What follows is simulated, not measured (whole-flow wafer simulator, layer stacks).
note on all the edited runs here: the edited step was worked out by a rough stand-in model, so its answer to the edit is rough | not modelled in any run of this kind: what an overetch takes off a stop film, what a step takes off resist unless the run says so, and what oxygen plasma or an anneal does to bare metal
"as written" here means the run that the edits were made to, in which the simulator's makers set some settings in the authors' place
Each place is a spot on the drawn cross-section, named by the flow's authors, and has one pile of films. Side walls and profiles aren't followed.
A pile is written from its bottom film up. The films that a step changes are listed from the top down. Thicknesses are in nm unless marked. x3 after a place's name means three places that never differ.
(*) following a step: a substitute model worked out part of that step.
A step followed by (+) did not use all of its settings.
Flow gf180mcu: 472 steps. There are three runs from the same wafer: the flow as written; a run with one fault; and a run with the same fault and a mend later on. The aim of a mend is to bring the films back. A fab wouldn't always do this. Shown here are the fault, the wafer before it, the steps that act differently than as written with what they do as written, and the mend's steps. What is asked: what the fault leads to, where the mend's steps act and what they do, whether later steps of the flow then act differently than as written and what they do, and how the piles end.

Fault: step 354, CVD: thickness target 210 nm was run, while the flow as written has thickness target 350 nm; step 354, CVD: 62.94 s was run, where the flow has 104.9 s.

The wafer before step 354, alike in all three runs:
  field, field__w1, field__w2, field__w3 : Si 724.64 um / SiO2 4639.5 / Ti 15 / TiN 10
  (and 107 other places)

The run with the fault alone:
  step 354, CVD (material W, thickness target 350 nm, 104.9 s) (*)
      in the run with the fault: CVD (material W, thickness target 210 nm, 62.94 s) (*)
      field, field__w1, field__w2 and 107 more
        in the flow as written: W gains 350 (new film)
        in the run with the fault: W gains 211.2 (new film)
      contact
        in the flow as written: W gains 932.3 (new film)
        in the run with the fault: W gains 793.5 (new film)
  Steps later in the flow that act otherwise than as written:
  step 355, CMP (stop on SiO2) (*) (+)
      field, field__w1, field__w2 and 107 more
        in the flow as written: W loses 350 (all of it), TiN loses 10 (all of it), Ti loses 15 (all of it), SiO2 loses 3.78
        in the run with the fault: W loses 211.2 (all of it), TiN loses 10 (all of it), Ti loses 15 (all of it), SiO2 loses 2.38
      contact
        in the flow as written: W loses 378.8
        in the run with the fault: W loses 238.6
  At the end the piles are close to the flow's at the places that both follow, differing by at most 2% or 0.5 nm, whichever is larger.

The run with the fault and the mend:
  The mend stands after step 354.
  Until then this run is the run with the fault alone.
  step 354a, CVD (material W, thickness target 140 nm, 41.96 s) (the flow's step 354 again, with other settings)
      field, field__w1, field__w2 and 108 more
        W gains 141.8
  Later steps of the flow that are run all act as written at every place that is followed, up to a difference of at most 2% or 0.5 nm, whichever is larger.
  At the end the piles are close to the flow's at the places that both follow, differing by at most 2% or 0.5 nm, whichever is larger.
